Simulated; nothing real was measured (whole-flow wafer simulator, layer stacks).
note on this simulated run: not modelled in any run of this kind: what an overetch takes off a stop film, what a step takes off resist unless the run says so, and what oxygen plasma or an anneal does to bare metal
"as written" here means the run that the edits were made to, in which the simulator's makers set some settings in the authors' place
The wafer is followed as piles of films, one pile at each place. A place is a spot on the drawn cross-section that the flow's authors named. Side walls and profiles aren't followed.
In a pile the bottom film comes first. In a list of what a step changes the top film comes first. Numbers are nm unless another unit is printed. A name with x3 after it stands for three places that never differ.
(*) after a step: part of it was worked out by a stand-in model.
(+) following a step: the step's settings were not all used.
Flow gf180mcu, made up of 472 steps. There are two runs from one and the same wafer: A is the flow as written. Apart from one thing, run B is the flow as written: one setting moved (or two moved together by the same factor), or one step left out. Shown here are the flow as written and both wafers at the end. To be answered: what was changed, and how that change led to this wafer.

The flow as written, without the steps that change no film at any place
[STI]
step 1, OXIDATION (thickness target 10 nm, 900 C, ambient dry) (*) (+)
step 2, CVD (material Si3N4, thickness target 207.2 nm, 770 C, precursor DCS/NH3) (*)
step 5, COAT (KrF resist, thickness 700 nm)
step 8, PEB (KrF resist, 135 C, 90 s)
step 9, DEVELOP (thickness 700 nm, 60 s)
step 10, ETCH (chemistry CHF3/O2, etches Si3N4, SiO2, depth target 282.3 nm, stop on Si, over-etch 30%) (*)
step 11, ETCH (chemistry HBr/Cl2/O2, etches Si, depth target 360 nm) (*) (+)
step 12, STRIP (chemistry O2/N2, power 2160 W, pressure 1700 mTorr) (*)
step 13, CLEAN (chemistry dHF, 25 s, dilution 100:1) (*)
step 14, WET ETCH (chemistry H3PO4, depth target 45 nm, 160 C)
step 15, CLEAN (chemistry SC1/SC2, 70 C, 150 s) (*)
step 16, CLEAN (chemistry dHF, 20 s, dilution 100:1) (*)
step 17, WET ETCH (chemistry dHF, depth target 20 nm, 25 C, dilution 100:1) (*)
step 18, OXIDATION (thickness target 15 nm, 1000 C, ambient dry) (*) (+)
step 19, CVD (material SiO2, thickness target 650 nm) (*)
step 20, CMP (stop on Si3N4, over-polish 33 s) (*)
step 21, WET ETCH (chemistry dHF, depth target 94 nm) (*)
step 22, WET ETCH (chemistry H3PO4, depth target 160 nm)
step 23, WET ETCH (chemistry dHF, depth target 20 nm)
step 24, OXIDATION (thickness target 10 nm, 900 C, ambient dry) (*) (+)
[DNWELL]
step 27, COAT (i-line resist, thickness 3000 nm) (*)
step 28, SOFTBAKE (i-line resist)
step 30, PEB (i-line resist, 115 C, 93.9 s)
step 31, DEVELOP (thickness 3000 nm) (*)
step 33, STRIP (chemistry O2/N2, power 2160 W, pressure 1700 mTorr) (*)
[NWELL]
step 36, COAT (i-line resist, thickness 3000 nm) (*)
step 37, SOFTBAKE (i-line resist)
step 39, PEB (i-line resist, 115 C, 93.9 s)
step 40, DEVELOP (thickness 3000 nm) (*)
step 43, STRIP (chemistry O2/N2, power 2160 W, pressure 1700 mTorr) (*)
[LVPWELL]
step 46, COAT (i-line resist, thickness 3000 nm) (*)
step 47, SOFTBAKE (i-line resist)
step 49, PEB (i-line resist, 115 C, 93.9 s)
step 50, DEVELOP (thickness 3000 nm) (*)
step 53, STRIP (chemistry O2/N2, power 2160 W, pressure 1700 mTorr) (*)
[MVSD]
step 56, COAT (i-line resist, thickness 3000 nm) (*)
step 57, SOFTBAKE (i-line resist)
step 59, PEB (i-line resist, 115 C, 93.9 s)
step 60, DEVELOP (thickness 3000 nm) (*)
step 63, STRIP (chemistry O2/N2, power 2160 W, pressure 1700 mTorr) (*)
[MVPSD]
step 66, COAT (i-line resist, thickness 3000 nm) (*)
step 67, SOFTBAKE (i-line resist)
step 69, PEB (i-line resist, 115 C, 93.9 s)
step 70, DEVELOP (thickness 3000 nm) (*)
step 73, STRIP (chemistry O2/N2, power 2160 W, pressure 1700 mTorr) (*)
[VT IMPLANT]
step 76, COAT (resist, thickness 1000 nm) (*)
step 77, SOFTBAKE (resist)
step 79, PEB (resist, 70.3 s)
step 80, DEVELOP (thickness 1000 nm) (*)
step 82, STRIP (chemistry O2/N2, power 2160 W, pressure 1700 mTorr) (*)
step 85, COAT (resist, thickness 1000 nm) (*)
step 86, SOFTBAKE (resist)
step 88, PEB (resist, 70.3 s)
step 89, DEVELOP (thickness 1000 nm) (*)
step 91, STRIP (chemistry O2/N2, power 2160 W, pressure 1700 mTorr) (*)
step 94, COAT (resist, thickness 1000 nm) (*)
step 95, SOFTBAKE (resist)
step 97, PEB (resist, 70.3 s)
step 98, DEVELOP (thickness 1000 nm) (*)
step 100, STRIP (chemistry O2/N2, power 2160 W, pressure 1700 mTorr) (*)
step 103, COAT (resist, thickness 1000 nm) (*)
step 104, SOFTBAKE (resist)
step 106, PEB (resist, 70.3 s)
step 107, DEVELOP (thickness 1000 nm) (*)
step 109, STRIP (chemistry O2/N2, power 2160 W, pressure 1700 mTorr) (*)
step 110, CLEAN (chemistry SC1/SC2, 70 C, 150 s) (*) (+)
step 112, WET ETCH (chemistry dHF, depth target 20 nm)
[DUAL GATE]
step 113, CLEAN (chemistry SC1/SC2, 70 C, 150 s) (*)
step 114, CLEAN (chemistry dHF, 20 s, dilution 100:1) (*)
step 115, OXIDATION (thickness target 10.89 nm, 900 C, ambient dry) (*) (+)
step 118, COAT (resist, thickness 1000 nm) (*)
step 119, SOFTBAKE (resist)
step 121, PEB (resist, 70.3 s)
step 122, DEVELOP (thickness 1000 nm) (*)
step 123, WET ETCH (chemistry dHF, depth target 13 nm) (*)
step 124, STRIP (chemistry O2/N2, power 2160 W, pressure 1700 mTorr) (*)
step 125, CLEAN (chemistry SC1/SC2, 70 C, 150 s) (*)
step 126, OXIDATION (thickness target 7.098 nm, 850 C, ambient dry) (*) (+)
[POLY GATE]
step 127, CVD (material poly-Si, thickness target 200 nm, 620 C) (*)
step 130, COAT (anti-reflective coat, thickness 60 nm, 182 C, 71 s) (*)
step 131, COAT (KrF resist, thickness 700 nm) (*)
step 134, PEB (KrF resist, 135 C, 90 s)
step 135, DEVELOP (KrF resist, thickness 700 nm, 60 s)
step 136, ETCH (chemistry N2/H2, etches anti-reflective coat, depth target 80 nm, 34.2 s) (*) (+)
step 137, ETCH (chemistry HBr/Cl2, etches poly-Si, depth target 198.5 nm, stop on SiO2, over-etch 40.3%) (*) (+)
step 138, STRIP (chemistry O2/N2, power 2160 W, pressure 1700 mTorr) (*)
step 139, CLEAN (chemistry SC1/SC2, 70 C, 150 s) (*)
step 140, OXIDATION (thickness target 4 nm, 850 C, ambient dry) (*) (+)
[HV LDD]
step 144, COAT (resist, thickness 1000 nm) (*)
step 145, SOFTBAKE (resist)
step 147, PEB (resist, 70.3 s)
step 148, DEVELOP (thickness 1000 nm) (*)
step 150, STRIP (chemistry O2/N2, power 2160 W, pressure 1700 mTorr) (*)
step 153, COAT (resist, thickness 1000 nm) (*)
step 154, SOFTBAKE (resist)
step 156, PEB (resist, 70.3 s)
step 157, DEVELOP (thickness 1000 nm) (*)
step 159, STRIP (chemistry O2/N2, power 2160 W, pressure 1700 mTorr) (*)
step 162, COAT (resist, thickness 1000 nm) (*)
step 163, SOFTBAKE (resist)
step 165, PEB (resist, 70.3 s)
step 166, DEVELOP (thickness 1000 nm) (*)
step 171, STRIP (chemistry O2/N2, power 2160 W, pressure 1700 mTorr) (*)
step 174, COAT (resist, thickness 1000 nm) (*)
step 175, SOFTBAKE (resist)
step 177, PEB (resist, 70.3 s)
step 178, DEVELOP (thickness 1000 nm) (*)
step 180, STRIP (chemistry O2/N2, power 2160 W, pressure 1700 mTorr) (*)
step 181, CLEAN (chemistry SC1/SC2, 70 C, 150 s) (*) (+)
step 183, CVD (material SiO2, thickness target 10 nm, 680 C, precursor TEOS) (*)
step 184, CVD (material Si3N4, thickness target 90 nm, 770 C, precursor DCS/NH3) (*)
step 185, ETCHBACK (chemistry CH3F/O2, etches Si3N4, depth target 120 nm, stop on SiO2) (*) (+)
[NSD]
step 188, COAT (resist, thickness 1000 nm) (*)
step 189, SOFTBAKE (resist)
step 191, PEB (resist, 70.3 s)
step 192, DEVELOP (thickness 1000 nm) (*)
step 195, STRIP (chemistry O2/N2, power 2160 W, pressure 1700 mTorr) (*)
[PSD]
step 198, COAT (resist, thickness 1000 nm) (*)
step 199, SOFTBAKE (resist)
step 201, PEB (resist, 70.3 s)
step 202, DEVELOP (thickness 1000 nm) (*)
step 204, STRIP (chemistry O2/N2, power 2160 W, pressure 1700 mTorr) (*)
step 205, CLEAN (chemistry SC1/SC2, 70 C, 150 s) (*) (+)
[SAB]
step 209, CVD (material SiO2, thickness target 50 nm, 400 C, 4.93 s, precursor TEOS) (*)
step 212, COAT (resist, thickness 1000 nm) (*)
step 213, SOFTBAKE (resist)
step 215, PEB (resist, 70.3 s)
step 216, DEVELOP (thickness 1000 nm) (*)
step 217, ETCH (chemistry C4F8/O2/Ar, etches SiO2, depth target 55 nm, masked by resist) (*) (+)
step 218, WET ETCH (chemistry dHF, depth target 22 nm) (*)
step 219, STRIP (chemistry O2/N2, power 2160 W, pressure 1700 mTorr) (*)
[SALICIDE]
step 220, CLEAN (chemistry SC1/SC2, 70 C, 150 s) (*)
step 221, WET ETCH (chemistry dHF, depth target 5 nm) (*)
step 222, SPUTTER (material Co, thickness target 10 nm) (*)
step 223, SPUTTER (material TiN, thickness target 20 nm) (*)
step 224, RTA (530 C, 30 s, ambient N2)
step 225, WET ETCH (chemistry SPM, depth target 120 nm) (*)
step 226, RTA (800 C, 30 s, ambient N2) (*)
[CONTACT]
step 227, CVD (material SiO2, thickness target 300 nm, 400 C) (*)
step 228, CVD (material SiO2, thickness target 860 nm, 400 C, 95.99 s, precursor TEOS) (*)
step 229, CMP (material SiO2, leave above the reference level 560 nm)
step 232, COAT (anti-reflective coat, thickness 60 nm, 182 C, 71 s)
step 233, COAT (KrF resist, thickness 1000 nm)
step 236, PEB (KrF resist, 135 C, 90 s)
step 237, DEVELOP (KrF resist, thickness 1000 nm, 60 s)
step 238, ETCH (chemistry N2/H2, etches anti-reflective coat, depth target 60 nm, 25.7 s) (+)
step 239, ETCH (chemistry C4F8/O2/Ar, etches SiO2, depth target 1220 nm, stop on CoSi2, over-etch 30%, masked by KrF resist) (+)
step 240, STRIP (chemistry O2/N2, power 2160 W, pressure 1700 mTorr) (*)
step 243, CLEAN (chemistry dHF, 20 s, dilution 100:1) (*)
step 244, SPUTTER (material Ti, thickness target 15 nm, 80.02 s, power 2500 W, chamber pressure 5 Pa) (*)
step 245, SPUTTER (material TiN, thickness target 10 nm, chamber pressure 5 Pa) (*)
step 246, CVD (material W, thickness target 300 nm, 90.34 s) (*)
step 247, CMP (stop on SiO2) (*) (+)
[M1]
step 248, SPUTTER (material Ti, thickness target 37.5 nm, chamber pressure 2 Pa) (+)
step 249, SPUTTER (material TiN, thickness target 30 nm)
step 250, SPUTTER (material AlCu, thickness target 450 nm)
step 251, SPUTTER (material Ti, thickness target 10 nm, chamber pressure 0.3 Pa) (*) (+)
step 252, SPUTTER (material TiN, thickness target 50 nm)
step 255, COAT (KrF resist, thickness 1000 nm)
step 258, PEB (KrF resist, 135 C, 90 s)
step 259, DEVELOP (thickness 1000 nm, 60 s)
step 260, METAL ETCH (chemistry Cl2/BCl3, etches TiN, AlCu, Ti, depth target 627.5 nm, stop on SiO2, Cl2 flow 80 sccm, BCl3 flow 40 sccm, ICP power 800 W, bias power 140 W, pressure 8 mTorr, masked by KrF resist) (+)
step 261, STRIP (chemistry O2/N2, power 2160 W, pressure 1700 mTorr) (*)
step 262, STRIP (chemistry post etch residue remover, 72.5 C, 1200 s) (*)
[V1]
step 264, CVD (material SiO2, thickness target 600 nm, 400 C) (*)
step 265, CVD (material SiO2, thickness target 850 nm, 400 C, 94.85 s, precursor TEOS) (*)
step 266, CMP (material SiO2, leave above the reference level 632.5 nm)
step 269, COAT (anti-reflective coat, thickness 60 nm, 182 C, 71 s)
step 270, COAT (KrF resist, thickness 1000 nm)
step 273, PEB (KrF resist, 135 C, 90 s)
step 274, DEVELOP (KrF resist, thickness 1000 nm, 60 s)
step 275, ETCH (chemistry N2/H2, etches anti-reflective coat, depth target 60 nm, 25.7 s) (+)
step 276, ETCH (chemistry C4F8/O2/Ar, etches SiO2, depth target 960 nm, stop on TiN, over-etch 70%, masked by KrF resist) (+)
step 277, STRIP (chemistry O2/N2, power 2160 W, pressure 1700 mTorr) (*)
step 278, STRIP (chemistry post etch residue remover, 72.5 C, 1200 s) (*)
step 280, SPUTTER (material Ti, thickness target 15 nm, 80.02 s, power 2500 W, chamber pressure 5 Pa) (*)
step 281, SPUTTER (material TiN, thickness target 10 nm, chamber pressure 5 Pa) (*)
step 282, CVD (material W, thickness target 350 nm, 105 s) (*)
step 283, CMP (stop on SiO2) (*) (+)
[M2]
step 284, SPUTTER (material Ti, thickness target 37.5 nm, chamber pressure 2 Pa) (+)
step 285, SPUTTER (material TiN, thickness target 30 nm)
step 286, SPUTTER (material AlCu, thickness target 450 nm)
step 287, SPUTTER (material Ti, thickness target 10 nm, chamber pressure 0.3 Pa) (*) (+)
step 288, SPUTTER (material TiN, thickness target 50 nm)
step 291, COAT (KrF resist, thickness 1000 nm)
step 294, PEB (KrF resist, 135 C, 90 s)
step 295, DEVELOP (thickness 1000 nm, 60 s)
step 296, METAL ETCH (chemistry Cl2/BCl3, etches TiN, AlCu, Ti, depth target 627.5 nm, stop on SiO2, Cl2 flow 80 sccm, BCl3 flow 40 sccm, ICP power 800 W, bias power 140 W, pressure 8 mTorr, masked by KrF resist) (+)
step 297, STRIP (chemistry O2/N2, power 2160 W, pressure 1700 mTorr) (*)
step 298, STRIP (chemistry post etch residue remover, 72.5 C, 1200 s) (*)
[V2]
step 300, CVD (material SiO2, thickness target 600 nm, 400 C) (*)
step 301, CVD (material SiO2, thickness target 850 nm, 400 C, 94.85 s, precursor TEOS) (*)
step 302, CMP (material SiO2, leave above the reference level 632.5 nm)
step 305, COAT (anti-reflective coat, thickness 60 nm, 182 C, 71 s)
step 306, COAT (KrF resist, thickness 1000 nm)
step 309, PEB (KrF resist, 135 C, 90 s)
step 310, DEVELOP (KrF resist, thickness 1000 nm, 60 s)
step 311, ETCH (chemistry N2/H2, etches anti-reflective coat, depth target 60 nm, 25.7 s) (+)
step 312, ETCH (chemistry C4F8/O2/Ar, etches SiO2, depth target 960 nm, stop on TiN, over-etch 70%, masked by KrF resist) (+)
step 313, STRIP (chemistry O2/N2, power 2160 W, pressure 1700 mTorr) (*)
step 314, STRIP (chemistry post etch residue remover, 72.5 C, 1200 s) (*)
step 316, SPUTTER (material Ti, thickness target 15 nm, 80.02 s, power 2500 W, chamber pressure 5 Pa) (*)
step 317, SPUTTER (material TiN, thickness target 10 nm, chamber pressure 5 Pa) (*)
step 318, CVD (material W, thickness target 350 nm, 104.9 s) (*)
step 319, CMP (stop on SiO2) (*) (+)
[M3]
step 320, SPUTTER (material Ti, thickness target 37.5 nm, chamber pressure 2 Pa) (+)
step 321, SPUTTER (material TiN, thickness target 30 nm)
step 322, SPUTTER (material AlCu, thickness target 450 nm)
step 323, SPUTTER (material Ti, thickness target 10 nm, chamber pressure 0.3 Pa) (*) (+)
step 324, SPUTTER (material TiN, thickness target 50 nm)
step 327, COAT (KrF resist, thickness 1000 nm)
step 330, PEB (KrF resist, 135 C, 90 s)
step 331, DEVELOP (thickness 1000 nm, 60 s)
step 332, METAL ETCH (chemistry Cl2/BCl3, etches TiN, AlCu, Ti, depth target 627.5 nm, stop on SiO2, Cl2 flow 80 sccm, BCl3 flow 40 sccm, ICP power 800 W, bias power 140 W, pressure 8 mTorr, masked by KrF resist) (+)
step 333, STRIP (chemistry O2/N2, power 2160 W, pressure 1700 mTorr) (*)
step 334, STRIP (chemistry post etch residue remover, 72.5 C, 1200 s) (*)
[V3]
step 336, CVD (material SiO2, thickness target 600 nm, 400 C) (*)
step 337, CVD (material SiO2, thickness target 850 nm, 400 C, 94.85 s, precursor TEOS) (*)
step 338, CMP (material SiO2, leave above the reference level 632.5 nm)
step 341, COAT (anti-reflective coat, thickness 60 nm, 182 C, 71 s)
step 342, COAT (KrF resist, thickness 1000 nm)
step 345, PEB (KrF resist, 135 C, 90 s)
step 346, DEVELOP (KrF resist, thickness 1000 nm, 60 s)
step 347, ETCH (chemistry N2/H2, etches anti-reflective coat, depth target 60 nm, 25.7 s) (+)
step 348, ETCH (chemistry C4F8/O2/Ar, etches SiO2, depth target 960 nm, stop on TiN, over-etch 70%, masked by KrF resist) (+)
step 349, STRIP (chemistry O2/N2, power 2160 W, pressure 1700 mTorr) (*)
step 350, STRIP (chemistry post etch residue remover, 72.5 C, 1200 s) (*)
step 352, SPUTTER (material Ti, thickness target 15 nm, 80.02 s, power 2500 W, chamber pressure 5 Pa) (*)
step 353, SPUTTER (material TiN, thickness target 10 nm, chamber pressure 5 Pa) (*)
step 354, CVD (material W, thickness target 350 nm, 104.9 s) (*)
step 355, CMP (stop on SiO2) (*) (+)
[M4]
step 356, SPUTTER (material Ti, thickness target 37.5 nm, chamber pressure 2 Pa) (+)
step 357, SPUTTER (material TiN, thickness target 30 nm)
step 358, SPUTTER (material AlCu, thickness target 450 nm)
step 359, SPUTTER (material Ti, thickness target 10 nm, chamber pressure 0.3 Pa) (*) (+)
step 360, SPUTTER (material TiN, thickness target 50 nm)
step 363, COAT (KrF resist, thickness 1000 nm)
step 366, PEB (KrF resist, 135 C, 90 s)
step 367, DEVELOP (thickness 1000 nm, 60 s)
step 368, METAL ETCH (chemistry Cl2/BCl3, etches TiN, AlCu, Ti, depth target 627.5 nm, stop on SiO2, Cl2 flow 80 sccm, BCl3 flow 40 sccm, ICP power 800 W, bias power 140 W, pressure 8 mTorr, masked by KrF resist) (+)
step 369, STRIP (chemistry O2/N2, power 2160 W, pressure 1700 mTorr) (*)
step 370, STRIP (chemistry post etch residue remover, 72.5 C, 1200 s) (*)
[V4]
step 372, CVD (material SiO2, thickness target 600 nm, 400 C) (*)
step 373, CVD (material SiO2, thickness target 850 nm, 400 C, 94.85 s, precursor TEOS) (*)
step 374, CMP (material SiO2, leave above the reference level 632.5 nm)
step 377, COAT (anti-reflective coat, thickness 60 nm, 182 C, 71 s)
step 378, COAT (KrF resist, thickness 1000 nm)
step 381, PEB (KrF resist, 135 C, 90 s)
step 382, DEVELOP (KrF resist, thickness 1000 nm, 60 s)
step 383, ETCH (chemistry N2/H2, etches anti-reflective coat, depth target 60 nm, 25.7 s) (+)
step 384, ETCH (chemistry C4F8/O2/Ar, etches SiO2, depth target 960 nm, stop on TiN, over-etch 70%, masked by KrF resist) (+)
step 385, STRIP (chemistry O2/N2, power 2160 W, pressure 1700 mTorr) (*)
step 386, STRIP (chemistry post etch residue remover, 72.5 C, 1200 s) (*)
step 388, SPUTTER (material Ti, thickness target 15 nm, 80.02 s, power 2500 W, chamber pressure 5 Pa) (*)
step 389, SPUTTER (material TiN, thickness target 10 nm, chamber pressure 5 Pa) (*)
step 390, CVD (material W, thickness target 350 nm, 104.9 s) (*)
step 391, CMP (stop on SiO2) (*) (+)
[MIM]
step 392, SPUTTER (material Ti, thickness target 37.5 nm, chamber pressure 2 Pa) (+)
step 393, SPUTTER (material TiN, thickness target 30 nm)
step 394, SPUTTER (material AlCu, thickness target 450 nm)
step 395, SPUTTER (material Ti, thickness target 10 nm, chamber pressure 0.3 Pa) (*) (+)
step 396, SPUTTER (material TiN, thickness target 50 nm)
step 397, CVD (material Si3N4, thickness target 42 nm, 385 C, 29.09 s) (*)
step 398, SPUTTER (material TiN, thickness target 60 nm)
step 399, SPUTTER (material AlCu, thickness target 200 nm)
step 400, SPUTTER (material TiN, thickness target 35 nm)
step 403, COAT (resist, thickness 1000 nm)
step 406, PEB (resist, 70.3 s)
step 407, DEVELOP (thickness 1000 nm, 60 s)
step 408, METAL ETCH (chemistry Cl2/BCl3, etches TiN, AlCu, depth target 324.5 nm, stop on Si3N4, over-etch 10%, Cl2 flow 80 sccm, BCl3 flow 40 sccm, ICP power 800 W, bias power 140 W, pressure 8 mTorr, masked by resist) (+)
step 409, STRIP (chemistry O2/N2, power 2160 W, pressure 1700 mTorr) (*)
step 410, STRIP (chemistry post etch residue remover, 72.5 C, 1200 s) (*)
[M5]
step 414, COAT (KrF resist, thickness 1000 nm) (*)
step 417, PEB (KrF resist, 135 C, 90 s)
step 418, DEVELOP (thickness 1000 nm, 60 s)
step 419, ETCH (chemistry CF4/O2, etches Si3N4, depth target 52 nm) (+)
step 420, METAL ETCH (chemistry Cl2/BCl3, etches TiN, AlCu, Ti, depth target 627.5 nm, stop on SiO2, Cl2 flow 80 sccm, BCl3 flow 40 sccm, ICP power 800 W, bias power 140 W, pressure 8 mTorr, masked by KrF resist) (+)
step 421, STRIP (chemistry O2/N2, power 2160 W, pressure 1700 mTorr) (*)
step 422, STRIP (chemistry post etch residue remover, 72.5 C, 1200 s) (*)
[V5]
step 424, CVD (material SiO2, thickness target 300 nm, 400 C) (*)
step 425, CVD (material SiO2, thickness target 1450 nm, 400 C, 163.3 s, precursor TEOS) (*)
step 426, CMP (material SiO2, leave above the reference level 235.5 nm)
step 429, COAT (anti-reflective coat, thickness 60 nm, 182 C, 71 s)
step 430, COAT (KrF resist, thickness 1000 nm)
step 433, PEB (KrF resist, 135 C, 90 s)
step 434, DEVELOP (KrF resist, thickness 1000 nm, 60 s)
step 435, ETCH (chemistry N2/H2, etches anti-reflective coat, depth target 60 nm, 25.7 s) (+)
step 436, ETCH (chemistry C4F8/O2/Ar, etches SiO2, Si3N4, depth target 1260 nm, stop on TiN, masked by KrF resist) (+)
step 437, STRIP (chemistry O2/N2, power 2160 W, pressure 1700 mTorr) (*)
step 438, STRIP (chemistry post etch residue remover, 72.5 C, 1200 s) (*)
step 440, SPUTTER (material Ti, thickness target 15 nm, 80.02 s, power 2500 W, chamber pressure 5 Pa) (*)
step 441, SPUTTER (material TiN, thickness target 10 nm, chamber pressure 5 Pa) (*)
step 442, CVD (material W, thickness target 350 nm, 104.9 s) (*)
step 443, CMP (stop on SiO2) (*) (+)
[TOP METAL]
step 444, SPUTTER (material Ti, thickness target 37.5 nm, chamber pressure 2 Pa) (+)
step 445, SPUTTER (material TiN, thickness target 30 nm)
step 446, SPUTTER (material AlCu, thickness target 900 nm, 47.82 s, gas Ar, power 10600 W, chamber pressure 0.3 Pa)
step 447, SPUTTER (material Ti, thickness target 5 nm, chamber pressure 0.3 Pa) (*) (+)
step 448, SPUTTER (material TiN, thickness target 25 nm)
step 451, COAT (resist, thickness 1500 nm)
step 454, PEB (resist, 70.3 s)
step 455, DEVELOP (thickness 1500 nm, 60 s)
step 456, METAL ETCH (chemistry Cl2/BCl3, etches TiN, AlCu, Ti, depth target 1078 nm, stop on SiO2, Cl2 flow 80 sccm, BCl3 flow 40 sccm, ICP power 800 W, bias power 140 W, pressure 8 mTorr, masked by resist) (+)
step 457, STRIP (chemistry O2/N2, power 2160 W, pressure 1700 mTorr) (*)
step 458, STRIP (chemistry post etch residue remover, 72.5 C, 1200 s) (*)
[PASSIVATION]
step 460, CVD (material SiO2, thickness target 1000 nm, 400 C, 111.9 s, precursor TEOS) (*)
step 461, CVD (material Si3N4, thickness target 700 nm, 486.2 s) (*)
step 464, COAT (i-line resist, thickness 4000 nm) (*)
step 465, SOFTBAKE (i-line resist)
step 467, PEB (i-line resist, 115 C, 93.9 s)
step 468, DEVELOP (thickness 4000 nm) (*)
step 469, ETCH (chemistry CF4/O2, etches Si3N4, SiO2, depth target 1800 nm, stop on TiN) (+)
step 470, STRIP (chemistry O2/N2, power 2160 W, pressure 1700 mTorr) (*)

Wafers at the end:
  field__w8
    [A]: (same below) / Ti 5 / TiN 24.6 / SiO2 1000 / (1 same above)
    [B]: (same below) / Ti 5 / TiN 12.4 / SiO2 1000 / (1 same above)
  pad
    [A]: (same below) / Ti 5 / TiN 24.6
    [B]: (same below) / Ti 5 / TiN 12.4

What caused this: step 448, SPUTTER: thickness target 12.8 nm was run, while the flow as written has thickness target 25 nm.

The path from the change to this, step by step:
  step 448, SPUTTER (material TiN, thickness target 25 nm)
      field, field__w1, field__w2 and 109 more: A TiN gains 25 (new film) | B TiN gains 12.8 (new film)
  step 456, METAL ETCH (chemistry Cl2/BCl3, etches TiN, AlCu, Ti, depth target 1078 nm, stop on SiO2, Cl2 flow 80 sccm, BCl3 flow 40 sccm, ICP power 800 W, bias power 140 W, pressure 8 mTorr, masked by resist) (+)
      field, field__w1, field__w2 and 103 more: A TiN loses 25 (all of it), Ti loses 5 (all of it), AlCu loses 900 (all of it), TiN loses 30 (all of it), Ti loses 37.5 (all of it) | B TiN loses 12.8 (all of it), Ti loses 5 (all of it), AlCu loses 900 (all of it), TiN loses 30 (all of it), Ti loses 37.5 (all of it)
